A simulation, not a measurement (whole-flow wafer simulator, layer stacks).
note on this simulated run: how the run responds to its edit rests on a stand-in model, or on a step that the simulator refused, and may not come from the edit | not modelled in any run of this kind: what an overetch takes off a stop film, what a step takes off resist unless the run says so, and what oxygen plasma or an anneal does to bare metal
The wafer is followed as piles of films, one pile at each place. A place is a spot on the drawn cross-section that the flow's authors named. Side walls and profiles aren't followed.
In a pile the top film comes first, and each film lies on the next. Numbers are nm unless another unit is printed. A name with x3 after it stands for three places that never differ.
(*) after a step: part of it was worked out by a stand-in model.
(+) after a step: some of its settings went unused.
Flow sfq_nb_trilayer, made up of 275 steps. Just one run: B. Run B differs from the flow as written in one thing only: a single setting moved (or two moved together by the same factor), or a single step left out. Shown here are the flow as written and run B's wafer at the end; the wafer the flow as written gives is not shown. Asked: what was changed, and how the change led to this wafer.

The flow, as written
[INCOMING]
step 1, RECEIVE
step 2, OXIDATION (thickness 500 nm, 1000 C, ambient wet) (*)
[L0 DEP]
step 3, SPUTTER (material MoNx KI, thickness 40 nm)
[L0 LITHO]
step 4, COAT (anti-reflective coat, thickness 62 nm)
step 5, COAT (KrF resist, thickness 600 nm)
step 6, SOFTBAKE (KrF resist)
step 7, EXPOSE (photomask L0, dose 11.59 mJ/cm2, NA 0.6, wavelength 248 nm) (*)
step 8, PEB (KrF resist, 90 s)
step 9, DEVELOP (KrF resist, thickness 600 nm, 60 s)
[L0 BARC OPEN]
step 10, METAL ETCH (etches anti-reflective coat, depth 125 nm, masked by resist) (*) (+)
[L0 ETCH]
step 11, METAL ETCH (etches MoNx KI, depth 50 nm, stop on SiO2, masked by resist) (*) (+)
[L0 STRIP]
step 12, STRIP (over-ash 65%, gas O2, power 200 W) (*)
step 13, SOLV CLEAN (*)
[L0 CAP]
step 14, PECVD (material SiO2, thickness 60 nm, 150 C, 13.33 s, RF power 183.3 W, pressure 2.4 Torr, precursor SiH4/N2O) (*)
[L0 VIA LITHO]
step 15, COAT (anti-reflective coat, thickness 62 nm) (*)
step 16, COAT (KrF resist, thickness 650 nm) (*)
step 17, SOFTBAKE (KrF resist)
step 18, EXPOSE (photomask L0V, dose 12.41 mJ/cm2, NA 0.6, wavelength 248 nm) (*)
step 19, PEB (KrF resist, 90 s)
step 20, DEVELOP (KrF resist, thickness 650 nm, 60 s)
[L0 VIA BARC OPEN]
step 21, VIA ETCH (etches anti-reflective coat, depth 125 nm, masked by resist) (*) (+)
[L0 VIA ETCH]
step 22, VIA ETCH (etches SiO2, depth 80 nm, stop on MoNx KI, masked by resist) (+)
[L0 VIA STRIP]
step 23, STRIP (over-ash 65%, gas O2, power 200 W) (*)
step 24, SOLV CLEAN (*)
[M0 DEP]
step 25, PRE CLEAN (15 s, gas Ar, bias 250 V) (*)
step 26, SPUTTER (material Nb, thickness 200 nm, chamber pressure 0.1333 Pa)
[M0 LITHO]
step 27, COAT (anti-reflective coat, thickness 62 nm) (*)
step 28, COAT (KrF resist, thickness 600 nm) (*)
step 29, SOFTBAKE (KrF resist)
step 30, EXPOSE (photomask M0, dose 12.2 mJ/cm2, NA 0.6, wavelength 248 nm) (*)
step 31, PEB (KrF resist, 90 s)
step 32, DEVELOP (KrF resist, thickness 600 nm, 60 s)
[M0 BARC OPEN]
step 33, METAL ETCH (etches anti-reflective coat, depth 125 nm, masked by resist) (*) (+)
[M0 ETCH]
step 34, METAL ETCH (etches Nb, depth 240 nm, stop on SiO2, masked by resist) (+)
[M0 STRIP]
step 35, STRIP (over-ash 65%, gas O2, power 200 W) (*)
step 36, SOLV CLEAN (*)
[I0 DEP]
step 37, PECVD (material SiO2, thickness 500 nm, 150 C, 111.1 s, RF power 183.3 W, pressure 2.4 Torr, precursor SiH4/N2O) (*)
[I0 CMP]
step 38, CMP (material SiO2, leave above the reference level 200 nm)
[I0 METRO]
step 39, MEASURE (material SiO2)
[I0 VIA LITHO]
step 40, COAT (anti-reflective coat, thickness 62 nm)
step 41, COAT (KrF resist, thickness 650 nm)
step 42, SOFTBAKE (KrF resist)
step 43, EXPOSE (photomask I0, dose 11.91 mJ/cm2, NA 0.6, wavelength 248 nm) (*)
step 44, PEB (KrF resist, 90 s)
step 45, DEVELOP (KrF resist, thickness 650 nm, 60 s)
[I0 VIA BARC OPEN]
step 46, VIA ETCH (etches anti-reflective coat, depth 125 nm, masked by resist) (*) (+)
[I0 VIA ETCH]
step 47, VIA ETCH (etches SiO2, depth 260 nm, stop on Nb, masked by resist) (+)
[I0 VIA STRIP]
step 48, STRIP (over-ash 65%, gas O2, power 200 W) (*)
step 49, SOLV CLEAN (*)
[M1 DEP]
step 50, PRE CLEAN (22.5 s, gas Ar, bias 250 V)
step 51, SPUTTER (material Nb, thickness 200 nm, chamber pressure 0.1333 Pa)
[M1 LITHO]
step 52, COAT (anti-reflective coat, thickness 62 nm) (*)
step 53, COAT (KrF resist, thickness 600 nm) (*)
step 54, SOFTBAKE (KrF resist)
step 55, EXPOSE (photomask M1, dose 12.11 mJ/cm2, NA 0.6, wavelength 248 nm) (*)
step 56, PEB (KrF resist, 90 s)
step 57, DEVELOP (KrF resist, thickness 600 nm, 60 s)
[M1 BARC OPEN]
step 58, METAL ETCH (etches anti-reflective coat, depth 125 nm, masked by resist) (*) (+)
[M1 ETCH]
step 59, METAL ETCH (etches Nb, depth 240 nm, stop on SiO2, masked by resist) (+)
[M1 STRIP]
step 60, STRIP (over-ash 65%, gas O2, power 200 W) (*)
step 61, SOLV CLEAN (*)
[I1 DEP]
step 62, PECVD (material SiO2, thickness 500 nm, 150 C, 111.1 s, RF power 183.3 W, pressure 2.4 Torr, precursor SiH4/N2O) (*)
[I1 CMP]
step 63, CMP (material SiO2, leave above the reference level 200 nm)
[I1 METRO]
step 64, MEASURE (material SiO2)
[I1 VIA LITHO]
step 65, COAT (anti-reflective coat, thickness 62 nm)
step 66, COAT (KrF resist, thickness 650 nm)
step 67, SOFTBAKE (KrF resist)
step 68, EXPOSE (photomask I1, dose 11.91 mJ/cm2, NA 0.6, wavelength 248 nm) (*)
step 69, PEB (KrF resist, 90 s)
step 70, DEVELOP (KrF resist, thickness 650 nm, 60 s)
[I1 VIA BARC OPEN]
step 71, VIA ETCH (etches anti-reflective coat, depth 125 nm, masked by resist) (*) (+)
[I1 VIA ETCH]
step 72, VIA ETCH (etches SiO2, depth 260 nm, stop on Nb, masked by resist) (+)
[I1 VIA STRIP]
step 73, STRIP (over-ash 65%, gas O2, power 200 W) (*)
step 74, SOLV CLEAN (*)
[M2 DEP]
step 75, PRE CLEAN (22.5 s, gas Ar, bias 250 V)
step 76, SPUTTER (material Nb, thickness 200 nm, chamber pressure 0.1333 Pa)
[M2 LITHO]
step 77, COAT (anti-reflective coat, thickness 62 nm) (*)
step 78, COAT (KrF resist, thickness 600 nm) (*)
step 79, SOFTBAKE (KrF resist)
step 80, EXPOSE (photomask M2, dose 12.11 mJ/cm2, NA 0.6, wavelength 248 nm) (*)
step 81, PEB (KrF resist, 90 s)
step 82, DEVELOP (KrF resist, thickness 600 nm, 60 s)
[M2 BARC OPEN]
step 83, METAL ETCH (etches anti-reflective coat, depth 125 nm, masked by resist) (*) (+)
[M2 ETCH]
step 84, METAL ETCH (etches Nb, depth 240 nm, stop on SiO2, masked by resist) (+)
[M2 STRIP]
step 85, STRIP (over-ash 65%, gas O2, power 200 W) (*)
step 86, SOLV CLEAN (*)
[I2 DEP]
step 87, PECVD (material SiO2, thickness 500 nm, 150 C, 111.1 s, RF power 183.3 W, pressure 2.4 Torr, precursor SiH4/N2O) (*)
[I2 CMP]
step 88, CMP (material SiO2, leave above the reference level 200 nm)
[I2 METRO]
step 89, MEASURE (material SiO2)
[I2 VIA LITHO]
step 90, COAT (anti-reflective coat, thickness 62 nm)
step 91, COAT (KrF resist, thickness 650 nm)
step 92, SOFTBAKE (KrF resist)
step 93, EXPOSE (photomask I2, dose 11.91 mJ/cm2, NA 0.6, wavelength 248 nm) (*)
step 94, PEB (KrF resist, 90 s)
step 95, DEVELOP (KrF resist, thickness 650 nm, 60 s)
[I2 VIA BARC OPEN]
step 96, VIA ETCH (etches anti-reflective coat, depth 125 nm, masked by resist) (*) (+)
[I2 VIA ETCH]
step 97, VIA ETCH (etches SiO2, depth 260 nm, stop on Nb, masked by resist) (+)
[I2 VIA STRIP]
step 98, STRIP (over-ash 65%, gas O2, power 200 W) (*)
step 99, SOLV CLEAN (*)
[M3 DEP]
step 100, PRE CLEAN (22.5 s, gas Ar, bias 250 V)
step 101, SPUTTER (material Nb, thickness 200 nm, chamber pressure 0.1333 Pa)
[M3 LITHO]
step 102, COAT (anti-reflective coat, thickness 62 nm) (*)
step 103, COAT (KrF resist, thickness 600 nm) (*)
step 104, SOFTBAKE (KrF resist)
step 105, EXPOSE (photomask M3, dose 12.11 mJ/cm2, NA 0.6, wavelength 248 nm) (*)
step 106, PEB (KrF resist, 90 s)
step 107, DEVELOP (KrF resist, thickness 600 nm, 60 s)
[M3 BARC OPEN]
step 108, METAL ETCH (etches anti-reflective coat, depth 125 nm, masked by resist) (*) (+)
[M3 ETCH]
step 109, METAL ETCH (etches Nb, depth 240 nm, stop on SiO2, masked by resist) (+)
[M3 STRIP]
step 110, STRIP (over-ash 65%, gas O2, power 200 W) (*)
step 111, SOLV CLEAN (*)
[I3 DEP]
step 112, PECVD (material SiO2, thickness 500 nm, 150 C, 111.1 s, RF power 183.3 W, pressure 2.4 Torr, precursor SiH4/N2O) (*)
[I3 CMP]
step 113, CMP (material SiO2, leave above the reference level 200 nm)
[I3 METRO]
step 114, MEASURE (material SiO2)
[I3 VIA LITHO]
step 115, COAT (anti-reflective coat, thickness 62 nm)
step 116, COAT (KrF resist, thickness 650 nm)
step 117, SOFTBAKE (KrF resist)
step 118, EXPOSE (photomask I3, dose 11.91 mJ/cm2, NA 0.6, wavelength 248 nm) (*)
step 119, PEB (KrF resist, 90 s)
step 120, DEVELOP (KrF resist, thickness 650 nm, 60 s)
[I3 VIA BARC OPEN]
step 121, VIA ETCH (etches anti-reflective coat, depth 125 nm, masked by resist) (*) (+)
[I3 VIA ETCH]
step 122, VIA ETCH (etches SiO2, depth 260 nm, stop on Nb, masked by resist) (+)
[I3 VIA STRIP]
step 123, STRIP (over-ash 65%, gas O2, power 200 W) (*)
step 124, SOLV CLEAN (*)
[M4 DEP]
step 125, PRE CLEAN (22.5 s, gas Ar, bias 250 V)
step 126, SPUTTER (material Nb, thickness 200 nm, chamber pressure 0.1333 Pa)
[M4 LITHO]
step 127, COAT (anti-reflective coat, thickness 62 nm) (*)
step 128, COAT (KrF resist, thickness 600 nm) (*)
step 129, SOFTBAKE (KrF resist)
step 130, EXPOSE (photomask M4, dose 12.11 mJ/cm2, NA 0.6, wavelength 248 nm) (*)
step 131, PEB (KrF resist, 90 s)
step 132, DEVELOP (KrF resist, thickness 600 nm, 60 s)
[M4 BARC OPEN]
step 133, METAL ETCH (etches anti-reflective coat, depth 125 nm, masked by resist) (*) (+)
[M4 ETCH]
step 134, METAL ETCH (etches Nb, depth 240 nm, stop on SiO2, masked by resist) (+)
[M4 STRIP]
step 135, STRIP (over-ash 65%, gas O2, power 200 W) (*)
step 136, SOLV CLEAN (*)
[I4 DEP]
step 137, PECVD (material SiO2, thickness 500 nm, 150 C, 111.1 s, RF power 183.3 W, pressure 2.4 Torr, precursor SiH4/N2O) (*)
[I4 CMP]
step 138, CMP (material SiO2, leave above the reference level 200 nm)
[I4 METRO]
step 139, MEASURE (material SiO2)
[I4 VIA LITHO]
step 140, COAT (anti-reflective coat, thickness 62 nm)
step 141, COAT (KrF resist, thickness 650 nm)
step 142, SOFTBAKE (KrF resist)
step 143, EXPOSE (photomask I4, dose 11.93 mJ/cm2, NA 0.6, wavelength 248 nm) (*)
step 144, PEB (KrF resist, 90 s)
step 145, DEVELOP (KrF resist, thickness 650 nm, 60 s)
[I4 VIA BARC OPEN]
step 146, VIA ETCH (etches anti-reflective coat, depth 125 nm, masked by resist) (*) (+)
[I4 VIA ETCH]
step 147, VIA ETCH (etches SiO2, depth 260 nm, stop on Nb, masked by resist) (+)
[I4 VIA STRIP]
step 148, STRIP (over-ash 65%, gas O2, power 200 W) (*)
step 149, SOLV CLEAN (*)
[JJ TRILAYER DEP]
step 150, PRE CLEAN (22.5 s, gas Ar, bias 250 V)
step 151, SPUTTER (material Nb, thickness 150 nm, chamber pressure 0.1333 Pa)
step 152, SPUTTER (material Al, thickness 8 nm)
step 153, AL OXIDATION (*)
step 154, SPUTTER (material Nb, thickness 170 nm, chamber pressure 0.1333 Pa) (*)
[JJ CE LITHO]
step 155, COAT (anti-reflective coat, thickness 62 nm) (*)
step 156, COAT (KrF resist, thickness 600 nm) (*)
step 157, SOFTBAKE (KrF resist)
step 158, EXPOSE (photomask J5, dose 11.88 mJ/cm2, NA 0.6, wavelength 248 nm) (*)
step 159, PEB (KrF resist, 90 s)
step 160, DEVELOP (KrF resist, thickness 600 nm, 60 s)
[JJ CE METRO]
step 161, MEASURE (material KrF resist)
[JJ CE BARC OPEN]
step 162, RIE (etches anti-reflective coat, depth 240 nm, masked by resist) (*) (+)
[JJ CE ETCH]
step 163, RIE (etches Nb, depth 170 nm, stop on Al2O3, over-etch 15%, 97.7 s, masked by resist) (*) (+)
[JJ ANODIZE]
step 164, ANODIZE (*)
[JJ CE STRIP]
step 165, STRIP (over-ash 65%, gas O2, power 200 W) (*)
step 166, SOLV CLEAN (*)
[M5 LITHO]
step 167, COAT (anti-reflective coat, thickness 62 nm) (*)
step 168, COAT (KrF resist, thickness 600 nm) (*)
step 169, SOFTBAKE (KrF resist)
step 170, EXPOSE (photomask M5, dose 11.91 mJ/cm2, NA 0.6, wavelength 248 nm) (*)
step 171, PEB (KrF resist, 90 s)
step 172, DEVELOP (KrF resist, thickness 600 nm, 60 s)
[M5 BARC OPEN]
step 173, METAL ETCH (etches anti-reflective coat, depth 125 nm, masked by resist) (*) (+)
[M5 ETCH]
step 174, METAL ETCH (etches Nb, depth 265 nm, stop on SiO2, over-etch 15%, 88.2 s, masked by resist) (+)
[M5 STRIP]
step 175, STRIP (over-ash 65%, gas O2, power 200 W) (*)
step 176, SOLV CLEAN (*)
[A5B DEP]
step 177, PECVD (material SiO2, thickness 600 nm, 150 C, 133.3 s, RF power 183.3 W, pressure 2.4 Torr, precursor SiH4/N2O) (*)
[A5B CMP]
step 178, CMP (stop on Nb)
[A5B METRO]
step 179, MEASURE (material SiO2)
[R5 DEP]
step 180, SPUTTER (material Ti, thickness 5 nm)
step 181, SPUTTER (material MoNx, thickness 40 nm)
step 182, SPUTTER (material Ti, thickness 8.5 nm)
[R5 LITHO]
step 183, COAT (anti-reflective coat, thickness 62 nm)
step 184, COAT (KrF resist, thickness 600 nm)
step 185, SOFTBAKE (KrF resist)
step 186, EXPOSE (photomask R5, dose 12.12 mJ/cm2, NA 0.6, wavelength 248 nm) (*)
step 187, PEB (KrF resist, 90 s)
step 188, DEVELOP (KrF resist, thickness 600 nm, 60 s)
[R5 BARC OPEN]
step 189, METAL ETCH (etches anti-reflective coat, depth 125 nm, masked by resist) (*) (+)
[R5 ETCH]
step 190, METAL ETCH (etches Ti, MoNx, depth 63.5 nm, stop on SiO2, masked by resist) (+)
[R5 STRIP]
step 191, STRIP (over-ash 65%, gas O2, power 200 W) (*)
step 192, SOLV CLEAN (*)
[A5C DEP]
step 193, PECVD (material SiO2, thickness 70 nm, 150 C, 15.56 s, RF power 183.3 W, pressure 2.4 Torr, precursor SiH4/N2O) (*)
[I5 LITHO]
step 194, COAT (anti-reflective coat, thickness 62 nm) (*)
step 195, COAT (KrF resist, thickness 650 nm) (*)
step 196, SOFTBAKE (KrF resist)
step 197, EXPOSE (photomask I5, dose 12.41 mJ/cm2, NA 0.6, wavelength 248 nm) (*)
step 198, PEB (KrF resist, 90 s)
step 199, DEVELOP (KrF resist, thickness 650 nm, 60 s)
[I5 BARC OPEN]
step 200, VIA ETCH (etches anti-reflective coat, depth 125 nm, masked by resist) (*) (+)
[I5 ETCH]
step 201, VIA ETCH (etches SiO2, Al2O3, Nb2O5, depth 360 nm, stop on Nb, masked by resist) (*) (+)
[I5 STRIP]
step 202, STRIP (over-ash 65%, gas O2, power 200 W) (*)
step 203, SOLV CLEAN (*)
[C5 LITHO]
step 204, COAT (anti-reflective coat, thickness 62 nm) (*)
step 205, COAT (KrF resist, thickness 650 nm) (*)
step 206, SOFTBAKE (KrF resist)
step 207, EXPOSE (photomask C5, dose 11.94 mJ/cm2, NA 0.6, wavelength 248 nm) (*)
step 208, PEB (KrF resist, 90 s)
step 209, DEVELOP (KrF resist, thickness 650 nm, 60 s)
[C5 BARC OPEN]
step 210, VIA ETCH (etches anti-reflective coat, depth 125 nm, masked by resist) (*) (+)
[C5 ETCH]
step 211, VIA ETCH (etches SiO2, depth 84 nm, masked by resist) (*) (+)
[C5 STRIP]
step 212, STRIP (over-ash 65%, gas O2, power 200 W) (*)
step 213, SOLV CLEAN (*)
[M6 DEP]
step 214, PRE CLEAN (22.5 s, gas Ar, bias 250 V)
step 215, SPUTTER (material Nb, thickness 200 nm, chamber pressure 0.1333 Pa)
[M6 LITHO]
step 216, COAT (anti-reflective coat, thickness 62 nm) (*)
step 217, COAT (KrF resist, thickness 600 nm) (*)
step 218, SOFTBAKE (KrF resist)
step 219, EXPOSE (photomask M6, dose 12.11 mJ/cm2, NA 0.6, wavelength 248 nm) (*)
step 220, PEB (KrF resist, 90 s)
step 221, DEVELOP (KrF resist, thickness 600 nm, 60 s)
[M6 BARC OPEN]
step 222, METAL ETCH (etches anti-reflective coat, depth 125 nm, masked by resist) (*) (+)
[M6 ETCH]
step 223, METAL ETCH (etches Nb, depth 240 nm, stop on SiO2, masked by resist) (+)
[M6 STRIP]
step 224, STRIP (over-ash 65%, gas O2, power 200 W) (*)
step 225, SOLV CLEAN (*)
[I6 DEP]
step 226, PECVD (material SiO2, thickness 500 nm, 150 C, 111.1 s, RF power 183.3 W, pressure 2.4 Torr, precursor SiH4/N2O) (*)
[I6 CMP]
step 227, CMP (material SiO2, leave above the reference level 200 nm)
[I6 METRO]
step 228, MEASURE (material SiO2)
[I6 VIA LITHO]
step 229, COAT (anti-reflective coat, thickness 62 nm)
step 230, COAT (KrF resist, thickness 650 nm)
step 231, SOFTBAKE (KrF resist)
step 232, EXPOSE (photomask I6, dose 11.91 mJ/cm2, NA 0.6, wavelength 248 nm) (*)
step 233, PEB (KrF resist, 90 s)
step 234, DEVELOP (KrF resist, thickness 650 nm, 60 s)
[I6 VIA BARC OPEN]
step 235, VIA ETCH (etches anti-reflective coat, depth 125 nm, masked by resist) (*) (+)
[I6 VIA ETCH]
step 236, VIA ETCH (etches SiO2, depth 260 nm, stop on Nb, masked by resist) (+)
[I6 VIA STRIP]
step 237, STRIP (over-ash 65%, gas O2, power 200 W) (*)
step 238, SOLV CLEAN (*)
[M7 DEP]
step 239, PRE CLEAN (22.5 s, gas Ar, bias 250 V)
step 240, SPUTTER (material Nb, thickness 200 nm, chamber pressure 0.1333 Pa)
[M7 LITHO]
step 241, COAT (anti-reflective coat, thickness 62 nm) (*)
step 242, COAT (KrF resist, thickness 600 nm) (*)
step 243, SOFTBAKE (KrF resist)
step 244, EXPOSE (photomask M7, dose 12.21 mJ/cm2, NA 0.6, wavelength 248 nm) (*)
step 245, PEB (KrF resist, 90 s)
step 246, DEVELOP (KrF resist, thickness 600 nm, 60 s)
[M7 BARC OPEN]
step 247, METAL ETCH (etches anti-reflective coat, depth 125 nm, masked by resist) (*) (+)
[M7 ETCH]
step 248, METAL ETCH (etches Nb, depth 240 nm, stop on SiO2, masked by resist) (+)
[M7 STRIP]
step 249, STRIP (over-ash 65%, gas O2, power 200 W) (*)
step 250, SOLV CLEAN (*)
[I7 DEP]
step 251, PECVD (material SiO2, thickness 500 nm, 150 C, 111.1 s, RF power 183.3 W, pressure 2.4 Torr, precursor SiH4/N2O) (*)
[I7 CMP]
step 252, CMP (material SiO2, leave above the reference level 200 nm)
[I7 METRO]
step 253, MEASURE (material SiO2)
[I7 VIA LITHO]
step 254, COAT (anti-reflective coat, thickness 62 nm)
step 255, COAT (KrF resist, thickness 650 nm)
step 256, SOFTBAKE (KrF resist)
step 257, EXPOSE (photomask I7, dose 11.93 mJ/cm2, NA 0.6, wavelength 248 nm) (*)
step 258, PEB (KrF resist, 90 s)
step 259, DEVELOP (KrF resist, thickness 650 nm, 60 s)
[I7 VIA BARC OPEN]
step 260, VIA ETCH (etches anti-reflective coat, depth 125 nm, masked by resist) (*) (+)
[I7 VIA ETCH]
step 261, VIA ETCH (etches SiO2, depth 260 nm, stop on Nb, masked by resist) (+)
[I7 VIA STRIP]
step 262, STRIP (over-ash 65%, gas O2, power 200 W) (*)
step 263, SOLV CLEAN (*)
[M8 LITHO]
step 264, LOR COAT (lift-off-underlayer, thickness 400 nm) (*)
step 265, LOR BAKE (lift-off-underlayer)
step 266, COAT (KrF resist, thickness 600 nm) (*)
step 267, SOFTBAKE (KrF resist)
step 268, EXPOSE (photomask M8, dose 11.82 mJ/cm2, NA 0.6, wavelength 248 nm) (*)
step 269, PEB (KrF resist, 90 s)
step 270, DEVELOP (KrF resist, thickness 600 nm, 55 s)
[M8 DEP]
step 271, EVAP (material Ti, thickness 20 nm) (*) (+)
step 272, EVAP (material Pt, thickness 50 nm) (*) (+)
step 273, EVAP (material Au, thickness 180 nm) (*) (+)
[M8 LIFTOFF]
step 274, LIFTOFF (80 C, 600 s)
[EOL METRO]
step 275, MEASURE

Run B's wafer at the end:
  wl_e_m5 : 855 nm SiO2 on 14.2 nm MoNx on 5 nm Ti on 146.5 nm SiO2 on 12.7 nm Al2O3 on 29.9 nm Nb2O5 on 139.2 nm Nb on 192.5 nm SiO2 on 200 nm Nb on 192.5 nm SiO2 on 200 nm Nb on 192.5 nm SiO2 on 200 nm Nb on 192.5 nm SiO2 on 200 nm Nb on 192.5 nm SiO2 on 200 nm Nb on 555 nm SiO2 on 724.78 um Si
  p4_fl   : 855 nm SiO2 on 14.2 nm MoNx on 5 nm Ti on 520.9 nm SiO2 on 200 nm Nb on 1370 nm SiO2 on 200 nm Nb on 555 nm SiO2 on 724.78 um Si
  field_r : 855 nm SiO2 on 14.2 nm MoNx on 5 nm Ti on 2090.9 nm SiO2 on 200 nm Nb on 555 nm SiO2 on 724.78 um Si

What caused this: step 190, METAL ETCH: depth 34.3 nm was run, whereas the flow has depth 63.5 nm.

How this came from the change, step by step:
  step 190, METAL ETCH (etches Ti, MoNx, depth 63.5 nm, stop on SiO2, masked by resist) (+)
      field_l, v_sur, via_wl and 92 more: Ti loses 8.5 (all of it), MoNx loses 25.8 (as written it would have been: Ti loses 8.5 (all of it), MoNx loses 40 (all of it), Ti loses 5 (all of it))
      ce_l, c5j, ce_r, wl_jj: Ti loses 8.5 (all of it), MoNx loses 25.8 (as written it would have been: Ti loses 8.5 (all of it), MoNx loses 40 (all of it), Ti loses 5 (all of it), Nb loses 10)
      (also at 7 further places)
  step 191, STRIP (over-ash 65%, gas O2, power 200 W) (*)
      be_r, r_sur, res, r_end, r5r_line_l, r5r_line_c, r5r_line_r: KrF resist loses 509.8 (all of it), anti-reflective coat loses 62 (all of it) (as written it would have been: KrF resist loses 498.2 (all of it), anti-reflective coat loses 62 (all of it))
  step 193, PECVD (material SiO2, thickness 70 nm, 150 C, 15.56 s, RF power 183.3 W, pressure 2.4 Torr, precursor SiH4/N2O) (*)
      field_l, v_sur, via_wl and 92 more: SiO2 gains 70 (new film) (as written it would have been: SiO2 gains 70)
  step 194, COAT (anti-reflective coat, thickness 62 nm) (*)
      wl_j_sl, wl_j_sr: anti-reflective coat gains 62 (new film) (as written it would have been: anti-reflective coat gains 60.2 (new film))
      r5r_spacepad_l, r5r_spacepad_r: anti-reflective coat gains 76.1 (new film) (as written it would have been: anti-reflective coat gains 84.4 (new film))
      (also at 15 further places)
  step 201, VIA ETCH (etches SiO2, Al2O3, Nb2O5, depth 360 nm, stop on Nb, masked by resist) (*) (+)
      be: SiO2 loses 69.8 (all of it), MoNx loses 14.2 (all of it), Ti loses 5 (all of it), SiO2 loses 146.5 (all of it), Al2O3 loses 12.7 (all of it), Nb2O5 loses 29.9 (all of it) (as written it would have been: SiO2 loses 216.4 (all of it), Al2O3 loses 12.7 (all of it), Nb2O5 loses 29.9 (all of it))
  step 202, STRIP (over-ash 65%, gas O2, power 200 W) (*)
      wl_j_sl, wl_j_sr: KrF resist loses 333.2 (all of it), anti-reflective coat loses 62 (all of it) (as written it would have been: KrF resist loses 333.3 (all of it), anti-reflective coat loses 60.2 (all of it))
      r5r_spacepad_l, r5r_spacepad_r: KrF resist loses 334.8 (all of it), anti-reflective coat loses 76.1 (all of it) (as written it would have been: KrF resist loses 335.6 (all of it), anti-reflective coat loses 84.4 (all of it))
      (also at 15 further places)
  step 204, COAT (anti-reflective coat, thickness 62 nm) (*)
      wl_j_sl, wl_j_sr: anti-reflective coat gains 62 (new film) (as written it would have been: anti-reflective coat gains 60.2 (new film))
      r5r_spacepad_l, r5r_spacepad_r: anti-reflective coat gains 76.1 (new film) (as written it would have been: anti-reflective coat gains 84.4 (new film))
      (also at 17 further places)
  step 210, VIA ETCH (etches anti-reflective coat, depth 125 nm, masked by resist) (*) (+)
      field_l, v_sur, via_wl and 101 more: KrF resist loses 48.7 (as written it would have been: KrF resist loses 47.4)
      c5j: anti-reflective coat loses 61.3 (all of it), SiO2 loses 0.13 (as written it would have been: anti-reflective coat loses 63.9 (all of it), SiO2 loses 0.11)
      (also at 1 further place)
  step 211, VIA ETCH (etches SiO2, depth 84 nm, masked by resist) (*) (+)
      c5j: SiO2 loses 69.9 (all of it) (as written it would have been: SiO2 loses 69.9 (all of it), Nb loses 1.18)
  step 212, STRIP (over-ash 65%, gas O2, power 200 W) (*)
      wl_j_sl, wl_j_sr: KrF resist loses 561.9 (all of it), anti-reflective coat loses 62 (all of it) (as written it would have been: KrF resist loses 563.4 (all of it), anti-reflective coat loses 60.2 (all of it))
      r5r_spacepad_l, r5r_spacepad_r: KrF resist loses 563.5 (all of it), anti-reflective coat loses 76.1 (all of it) (as written it would have been: KrF resist loses 565.8 (all of it), anti-reflective coat loses 84.4 (all of it))
      (also at 15 further places)
  step 214, PRE CLEAN (22.5 s, gas Ar, bias 250 V)
      c5j: MoNx loses 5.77 (as written it would have been: Nb loses 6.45)
  step 215, SPUTTER (material Nb, thickness 200 nm, chamber pressure 0.1333 Pa)
      c5j: Nb gains 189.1 (new film) (as written it would have been: Nb gains 188.4)
      be: Nb gains 143.1 (as written it would have been: Nb gains 147.3)
  step 216, COAT (anti-reflective coat, thickness 62 nm) (*)
      wl_j_sl, wl_j_sr: anti-reflective coat gains 62 (new film) (as written it would have been: anti-reflective coat gains 60.2 (new film))
      r5r_spacepad_l, r5r_spacepad_r: anti-reflective coat gains 76.6 (new film) (as written it would have been: anti-reflective coat gains 85.7 (new film))
      (also at 17 further places)
  step 217, COAT (KrF resist, thickness 600 nm) (*)
      be: KrF resist gains 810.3 (new film) (as written it would have been: KrF resist gains 793.9 (new film))
  step 222, METAL ETCH (etches anti-reflective coat, depth 125 nm, masked by resist) (*) (+)
      r5r_spacepad_l, r5r_spacepad_r: anti-reflective coat loses 76.6 (all of it) (as written it would have been: anti-reflective coat loses 85.7 (all of it))
      r5r_line_c, r5r_line_r: anti-reflective coat loses 53.4 (all of it) (as written it would have been: anti-reflective coat loses 50 (all of it))
      (also at 3 further places)
  step 224, STRIP (over-ash 65%, gas O2, power 200 W) (*)
      wl_j_sl, wl_j_sr: KrF resist loses 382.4 (all of it), anti-reflective coat loses 62 (all of it) (as written it would have been: KrF resist loses 382.5 (all of it), anti-reflective coat loses 60.2 (all of it))
      wire: KrF resist loses 368.3 (all of it), anti-reflective coat loses 47.3 (all of it) (as written it would have been: KrF resist loses 369.8 (all of it), anti-reflective coat loses 48.3 (all of it))
      (also at 11 further places)
  ... and 1 more step ...
  step 227, CMP (material SiO2, leave above the reference level 200 nm)
      ce_l, ce_r, wl_jj: SiO2 loses 300 (as written it would have been: SiO2 loses 290)
      be_r, r_sur, r_end: SiO2 loses 334.3 (as written it would have been: SiO2 loses 353.5)
      (also at 7 further places)
With metal films that touch counted as one body, wl_e_m5 has 7 bodies (between them, from the top down: SiO2 146.5 / Al2O3 12.7 / Nb2O5 29.9; SiO2 192.5; SiO2 192.5; SiO2 192.5; SiO2 192.5; SiO2 192.5); the flow as written gives 6 bodies (between them, from the top down: SiO2 192.5; SiO2 192.5; SiO2 192.5; SiO2 192.5; SiO2 192.5).
With metal films that touch counted as one body, p4_fl has 3 bodies (between them, from the top down: SiO2 520.9; SiO2 1370); the flow as written gives 2 bodies (between them, from the top down: SiO2 1370).
With metal films that touch counted as one body, field_r has 2 bodies (between them, from the top down: SiO2 2090.9); the flow as written gives 1 body.
